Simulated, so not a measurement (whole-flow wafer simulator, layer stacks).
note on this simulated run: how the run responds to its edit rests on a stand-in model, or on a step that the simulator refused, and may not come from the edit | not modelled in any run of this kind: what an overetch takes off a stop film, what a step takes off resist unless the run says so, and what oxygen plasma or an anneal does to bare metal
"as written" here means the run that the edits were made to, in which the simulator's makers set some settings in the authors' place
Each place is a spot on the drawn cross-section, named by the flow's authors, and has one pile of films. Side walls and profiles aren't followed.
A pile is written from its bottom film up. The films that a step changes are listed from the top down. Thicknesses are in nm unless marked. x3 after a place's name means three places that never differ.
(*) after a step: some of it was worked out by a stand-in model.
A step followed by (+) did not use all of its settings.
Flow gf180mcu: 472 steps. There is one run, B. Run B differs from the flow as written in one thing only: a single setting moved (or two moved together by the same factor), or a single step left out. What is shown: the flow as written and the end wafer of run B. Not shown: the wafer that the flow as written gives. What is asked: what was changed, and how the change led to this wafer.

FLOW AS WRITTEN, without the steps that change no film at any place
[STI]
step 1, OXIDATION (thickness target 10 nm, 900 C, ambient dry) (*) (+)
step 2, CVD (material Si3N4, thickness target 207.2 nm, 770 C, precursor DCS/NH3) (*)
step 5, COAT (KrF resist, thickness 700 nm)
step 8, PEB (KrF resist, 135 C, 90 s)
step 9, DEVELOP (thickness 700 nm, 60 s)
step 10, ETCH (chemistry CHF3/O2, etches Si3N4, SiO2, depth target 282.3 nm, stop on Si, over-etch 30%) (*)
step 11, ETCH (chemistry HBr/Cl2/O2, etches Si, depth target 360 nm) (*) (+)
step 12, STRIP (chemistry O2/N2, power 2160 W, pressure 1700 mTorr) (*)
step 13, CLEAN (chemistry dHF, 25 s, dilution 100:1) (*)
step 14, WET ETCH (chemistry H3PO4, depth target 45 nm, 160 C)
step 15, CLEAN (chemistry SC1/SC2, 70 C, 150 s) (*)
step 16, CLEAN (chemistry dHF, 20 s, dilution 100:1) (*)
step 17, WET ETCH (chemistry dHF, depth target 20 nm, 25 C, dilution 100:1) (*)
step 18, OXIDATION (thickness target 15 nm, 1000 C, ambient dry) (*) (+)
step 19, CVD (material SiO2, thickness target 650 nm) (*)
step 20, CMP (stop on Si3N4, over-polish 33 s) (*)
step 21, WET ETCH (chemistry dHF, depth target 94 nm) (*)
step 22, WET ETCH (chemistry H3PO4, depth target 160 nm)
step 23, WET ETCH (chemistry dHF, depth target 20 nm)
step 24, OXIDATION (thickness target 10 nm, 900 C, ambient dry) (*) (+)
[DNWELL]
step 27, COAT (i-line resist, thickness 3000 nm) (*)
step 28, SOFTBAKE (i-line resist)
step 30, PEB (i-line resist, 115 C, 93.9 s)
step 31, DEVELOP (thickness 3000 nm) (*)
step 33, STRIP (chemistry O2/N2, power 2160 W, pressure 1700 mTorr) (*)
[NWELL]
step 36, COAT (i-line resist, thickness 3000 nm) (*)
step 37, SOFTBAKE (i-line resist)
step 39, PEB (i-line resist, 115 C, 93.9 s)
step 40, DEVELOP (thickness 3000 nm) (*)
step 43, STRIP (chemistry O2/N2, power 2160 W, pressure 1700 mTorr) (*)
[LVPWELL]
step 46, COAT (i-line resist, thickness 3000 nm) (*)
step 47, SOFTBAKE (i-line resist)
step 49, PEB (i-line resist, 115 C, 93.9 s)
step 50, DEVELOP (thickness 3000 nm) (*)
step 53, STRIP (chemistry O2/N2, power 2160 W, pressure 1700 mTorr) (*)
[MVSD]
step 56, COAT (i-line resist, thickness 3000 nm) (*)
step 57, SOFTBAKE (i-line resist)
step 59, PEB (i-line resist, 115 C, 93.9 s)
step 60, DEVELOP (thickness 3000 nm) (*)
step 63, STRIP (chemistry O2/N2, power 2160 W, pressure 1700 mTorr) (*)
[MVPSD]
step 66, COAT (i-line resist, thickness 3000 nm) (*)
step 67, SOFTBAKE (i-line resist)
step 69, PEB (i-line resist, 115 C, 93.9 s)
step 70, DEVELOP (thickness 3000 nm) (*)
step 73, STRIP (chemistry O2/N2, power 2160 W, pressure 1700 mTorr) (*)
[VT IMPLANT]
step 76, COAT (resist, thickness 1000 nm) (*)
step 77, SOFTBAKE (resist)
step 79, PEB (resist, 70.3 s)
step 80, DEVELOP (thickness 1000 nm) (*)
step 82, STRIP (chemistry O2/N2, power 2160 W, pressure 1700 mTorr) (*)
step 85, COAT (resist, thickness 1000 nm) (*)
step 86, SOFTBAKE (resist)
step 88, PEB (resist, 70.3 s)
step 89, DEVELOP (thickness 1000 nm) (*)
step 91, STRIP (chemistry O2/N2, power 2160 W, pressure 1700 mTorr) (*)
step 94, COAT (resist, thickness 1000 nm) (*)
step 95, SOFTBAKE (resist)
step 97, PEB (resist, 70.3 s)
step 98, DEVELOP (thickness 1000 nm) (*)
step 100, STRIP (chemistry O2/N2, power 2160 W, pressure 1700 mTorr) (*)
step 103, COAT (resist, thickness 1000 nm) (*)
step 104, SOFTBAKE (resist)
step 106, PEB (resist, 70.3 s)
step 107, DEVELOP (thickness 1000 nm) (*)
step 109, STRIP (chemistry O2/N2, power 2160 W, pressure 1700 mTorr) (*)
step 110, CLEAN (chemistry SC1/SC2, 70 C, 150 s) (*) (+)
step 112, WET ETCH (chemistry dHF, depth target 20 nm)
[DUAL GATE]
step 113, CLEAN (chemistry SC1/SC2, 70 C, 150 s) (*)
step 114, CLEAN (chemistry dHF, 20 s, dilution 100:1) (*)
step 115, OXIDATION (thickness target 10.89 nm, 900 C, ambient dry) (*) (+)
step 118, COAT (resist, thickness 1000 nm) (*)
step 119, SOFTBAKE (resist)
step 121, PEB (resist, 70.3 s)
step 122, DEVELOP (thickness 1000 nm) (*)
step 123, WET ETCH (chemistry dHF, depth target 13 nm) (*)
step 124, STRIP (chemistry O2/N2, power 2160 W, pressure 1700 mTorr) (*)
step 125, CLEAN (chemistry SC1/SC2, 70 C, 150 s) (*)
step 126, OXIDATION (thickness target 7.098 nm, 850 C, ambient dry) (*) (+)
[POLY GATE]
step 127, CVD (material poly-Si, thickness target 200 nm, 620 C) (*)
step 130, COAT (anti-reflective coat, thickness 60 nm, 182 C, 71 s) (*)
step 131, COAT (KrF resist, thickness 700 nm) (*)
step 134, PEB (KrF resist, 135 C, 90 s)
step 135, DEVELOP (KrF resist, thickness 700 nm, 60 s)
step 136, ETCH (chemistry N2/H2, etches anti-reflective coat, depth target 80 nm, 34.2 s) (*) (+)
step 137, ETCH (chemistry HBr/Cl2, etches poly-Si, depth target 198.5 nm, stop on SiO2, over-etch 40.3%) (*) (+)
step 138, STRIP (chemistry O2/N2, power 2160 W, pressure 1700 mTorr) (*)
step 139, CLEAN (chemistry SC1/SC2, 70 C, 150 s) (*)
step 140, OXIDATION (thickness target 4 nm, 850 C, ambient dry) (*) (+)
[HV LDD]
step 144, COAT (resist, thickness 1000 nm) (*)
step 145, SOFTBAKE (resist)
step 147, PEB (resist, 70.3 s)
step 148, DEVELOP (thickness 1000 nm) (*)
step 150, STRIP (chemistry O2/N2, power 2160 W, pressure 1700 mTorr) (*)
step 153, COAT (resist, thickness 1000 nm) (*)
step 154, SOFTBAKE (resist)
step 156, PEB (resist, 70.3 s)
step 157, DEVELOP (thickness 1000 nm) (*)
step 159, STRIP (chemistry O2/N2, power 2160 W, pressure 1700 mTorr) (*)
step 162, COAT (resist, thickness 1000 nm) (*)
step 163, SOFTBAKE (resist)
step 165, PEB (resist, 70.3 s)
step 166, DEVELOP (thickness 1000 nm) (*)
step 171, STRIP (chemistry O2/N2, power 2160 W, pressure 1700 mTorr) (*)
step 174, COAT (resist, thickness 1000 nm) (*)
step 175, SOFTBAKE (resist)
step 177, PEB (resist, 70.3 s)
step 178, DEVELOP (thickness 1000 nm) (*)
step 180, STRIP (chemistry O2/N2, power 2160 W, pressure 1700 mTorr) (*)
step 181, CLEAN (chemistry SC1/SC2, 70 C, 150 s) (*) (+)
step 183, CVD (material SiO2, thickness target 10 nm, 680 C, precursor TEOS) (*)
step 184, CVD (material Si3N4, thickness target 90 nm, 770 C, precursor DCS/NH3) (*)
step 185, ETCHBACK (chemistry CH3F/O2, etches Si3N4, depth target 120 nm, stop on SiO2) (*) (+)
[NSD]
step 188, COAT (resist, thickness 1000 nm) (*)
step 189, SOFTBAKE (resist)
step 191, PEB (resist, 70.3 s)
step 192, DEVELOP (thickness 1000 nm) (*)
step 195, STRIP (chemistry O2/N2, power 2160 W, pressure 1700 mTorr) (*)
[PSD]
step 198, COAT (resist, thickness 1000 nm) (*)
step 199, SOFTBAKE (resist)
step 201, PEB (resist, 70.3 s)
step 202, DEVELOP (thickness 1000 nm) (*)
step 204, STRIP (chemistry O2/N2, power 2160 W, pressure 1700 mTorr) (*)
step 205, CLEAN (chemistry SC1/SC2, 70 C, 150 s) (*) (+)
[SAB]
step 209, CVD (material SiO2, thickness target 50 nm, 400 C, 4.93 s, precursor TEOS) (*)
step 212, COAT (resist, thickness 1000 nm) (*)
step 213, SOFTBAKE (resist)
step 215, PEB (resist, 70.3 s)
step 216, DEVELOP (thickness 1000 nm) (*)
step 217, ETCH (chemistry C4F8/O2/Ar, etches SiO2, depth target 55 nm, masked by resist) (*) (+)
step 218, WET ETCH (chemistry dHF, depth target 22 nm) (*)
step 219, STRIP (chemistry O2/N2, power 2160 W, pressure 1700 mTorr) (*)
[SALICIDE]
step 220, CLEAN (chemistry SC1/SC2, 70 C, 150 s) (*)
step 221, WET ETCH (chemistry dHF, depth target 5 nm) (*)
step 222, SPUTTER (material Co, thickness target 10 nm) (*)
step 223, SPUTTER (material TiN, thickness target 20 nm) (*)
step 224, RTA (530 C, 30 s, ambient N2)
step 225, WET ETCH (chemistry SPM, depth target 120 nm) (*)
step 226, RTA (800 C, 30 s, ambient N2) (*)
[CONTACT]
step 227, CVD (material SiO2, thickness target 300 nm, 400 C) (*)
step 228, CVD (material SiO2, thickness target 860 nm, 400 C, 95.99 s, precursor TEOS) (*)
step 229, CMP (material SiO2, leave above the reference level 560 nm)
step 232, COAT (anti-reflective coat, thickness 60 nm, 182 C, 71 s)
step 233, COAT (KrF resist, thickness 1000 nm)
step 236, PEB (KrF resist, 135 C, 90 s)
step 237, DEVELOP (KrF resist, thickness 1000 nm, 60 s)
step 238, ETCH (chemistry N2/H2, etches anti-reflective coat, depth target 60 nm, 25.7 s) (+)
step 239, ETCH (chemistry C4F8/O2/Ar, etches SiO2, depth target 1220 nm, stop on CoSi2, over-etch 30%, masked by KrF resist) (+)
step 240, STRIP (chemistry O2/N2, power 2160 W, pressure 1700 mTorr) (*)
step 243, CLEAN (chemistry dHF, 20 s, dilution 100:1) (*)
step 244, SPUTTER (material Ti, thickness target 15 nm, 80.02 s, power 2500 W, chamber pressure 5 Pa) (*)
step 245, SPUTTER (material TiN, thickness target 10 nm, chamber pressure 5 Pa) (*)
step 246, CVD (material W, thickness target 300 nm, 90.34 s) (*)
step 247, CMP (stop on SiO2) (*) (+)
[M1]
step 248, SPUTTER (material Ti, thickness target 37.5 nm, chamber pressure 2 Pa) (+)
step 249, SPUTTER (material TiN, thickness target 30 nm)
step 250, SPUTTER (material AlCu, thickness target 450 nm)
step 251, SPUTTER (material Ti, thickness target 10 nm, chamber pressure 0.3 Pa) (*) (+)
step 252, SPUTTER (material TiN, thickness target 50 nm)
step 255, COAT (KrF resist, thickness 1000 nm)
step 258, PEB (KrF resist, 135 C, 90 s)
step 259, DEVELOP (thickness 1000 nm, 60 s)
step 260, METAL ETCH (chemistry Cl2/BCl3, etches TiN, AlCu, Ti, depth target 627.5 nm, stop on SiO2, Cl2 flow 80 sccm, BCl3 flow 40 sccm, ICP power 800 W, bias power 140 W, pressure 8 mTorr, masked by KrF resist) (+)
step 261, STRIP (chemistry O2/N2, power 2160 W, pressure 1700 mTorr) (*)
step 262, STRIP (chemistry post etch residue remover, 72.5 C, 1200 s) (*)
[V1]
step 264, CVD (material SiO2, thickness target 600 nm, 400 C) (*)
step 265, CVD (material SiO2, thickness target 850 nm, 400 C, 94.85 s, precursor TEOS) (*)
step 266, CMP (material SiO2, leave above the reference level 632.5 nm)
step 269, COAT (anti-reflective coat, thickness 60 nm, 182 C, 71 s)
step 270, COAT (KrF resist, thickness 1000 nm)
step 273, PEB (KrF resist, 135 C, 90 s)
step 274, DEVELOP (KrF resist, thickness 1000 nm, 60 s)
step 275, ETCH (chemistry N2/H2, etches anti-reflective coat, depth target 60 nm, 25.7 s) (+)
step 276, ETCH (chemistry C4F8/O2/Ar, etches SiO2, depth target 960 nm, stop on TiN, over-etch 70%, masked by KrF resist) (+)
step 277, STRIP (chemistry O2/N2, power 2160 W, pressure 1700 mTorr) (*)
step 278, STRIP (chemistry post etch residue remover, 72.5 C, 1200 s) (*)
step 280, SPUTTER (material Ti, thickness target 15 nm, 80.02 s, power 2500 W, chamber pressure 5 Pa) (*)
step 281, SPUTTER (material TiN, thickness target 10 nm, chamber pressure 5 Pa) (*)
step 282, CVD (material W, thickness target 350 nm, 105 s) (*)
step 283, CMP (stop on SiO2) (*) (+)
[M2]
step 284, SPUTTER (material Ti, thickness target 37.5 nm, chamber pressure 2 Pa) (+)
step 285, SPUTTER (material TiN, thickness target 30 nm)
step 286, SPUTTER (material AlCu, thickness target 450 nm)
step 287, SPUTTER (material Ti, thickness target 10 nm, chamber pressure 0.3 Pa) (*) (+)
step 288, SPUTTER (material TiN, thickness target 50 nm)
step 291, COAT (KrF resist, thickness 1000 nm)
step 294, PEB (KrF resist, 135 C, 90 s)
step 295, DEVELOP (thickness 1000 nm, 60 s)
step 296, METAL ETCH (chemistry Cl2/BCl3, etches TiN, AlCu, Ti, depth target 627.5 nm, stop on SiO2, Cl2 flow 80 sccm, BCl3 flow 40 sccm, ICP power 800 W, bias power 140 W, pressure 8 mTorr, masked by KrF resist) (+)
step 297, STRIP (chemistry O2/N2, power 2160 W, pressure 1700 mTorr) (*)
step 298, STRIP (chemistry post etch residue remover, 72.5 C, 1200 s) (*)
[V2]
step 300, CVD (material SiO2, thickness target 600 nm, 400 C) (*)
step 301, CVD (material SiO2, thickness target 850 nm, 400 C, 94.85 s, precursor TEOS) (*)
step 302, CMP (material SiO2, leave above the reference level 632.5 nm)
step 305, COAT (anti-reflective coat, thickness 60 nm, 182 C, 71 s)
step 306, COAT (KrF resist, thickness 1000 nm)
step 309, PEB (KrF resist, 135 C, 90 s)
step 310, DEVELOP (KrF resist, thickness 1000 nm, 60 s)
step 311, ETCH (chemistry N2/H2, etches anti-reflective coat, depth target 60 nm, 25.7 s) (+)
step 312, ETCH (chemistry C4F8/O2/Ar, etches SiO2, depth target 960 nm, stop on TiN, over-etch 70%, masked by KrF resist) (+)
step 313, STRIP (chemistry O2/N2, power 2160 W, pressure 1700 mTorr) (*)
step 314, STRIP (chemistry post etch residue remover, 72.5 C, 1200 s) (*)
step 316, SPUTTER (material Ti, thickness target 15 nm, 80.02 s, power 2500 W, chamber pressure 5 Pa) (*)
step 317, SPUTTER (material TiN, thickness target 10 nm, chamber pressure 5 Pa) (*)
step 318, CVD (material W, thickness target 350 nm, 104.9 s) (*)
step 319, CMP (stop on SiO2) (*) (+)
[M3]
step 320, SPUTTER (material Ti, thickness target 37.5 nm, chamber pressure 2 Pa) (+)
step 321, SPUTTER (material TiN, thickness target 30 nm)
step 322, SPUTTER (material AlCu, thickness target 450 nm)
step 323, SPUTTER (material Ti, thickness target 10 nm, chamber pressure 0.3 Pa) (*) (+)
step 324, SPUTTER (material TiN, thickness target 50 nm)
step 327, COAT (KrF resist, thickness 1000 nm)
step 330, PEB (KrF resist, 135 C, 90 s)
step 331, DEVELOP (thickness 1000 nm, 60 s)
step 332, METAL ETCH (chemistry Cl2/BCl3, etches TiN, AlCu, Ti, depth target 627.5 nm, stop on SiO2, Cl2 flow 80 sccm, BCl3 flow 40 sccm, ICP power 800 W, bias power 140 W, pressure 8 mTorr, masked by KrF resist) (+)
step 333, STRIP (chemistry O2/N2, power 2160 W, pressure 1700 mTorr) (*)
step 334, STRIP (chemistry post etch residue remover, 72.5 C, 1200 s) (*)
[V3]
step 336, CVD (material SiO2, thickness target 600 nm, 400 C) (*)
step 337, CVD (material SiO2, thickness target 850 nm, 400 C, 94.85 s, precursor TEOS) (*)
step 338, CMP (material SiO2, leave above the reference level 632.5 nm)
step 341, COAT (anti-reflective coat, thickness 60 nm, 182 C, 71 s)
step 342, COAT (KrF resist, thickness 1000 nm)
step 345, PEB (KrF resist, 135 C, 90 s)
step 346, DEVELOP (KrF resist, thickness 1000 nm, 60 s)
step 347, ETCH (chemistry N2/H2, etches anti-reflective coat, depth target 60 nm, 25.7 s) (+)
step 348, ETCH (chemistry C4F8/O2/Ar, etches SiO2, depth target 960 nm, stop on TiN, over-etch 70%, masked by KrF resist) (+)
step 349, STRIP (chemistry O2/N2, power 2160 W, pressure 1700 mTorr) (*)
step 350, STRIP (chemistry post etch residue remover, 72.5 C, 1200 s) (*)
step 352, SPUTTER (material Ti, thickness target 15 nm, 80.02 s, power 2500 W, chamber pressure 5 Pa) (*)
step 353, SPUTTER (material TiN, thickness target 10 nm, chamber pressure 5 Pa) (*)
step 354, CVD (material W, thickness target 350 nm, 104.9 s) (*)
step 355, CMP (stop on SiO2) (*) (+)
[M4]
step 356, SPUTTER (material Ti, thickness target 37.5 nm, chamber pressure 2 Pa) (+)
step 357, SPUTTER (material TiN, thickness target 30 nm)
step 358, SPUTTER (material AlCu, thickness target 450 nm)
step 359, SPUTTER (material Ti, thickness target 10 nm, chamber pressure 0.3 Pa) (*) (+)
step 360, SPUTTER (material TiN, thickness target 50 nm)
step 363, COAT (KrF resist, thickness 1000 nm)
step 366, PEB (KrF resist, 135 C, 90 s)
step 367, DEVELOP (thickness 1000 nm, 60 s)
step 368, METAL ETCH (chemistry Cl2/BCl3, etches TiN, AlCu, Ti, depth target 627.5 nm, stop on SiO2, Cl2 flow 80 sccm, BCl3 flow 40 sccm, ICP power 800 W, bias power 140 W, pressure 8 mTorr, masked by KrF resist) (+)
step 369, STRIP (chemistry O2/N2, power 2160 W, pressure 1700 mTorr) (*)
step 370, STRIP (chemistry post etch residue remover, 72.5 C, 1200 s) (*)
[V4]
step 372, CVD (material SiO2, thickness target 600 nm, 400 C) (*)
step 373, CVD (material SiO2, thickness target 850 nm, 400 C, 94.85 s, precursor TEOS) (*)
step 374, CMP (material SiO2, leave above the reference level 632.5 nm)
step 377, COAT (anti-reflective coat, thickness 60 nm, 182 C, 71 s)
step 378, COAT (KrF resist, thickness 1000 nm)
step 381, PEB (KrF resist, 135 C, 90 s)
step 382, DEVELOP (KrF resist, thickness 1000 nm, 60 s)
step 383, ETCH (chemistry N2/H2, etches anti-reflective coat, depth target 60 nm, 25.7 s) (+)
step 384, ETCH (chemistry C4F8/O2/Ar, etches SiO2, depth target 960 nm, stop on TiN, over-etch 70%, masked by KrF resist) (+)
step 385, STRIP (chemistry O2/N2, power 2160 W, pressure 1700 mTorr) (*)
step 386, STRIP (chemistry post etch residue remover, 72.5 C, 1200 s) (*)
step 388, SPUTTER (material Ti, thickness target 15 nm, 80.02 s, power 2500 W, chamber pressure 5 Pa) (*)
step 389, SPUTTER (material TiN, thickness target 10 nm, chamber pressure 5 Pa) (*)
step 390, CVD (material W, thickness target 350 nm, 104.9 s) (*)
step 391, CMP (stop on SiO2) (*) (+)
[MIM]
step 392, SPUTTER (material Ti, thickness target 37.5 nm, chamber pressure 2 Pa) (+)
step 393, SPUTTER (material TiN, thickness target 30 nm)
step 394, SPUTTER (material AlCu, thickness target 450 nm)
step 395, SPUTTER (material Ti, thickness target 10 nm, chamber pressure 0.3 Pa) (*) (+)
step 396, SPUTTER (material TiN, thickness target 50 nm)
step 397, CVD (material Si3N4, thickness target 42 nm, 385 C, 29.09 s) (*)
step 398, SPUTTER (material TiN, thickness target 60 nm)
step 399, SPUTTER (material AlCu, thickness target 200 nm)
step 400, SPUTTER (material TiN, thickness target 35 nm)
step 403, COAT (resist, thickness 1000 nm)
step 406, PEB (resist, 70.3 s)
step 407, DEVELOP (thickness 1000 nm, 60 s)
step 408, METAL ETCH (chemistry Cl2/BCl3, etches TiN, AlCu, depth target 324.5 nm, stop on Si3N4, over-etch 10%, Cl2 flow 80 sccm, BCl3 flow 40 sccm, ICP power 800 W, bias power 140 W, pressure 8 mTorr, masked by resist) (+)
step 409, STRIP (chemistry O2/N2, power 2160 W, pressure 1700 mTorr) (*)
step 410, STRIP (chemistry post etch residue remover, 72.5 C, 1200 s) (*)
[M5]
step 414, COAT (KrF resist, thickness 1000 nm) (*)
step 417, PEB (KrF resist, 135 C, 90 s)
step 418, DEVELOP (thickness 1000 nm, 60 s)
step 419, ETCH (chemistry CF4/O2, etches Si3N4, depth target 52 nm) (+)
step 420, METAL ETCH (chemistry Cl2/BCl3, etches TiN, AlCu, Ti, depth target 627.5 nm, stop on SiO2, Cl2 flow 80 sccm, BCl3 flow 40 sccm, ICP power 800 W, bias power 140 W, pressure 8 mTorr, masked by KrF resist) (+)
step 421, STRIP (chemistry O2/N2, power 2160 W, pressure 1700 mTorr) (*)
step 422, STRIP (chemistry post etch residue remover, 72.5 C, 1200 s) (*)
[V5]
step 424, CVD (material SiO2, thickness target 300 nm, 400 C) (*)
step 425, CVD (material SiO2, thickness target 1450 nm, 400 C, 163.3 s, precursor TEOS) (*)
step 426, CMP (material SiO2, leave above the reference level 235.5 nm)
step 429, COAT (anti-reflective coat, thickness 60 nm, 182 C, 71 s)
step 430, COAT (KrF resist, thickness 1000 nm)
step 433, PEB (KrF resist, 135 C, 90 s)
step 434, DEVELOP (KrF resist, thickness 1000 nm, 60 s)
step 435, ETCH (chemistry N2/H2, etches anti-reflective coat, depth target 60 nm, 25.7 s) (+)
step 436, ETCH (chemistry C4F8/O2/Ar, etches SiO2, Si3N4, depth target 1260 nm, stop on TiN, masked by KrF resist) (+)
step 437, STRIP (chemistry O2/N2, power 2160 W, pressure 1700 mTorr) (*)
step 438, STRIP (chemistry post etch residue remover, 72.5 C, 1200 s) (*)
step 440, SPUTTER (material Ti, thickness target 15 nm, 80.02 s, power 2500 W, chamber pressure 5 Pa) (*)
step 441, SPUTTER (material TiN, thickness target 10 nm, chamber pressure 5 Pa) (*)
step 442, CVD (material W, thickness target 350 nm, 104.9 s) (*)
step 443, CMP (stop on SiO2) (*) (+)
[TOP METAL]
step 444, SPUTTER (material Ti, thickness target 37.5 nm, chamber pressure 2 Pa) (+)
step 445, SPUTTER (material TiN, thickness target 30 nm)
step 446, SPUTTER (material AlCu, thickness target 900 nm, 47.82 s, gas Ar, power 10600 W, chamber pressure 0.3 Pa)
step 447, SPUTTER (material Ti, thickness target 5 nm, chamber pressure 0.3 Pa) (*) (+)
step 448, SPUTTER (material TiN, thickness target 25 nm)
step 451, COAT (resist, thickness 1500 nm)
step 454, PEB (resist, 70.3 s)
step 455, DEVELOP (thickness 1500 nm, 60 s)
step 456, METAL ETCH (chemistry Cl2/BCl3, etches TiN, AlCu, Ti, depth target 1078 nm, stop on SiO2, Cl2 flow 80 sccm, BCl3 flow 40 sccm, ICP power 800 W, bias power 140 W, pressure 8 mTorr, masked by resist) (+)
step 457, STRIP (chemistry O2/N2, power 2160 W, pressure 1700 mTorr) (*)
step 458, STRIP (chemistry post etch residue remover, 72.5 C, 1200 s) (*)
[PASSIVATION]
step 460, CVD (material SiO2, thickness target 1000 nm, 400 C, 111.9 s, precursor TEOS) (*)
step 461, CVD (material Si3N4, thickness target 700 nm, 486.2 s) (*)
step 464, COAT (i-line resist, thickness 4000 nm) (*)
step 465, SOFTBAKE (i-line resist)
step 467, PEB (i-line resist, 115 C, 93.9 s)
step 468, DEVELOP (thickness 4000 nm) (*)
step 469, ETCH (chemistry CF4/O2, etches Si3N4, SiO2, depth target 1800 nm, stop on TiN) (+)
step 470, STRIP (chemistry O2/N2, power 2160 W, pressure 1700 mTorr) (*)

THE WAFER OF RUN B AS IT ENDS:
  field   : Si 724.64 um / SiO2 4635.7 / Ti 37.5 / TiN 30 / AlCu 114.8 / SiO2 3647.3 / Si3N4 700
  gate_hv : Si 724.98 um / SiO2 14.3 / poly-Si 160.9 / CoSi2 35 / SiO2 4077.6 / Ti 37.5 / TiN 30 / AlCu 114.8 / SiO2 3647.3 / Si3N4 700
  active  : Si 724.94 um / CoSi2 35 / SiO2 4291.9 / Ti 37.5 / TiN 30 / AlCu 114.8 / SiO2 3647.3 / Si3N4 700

What caused this: step 358, SPUTTER: thickness target 688 nm was run, though the flow has thickness target 450 nm.

The path from the change to this, step by step:
  step 358, SPUTTER (material AlCu, thickness target 450 nm)
      field, field__w1, field__w2 and 108 more: AlCu gains 688 (new film) (as written it would have been: AlCu gains 450 (new film))
  step 368, METAL ETCH (chemistry Cl2/BCl3, etches TiN, AlCu, Ti, depth target 627.5 nm, stop on SiO2, Cl2 flow 80 sccm, BCl3 flow 40 sccm, ICP power 800 W, bias power 140 W, pressure 8 mTorr, masked by KrF resist) (+)
      field, field__w1, field__w2 and 103 more: TiN loses 50 (all of it), Ti loses 10 (all of it), AlCu loses 567.5 (as written it would have been: TiN loses 50 (all of it), Ti loses 10 (all of it), AlCu loses 450 (all of it), TiN loses 30 (all of it), Ti loses 37.5 (all of it))
  step 370, STRIP (chemistry post etch residue remover, 72.5 C, 1200 s) (*)
      field, field__w1, field__w2 and 103 more: AlCu loses 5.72 (as written it would have been: nothing)
  step 372, CVD (material SiO2, thickness target 600 nm, 400 C) (*)
      field, field__w1, field__w2 and 103 more: SiO2 gains 600 (new film) (as written it would have been: SiO2 gains 600)
  step 374, CMP (material SiO2, leave above the reference level 632.5 nm)
      field, field__w1, field__w2 and 103 more: SiO2 loses 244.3 (as written it would have been: SiO2 loses 300)
If metal films that touch count as one body, field has 1 body; the flow as written gives 0 bodies.
If metal films that touch count as one body, gate_hv has 2 bodies (between them, from the top down: SiO2 4077.6); the flow as written gives 1 body.
If metal films that touch count as one body, active has 2 bodies (between them, from the top down: SiO2 4291.9); the flow as written gives 1 body.
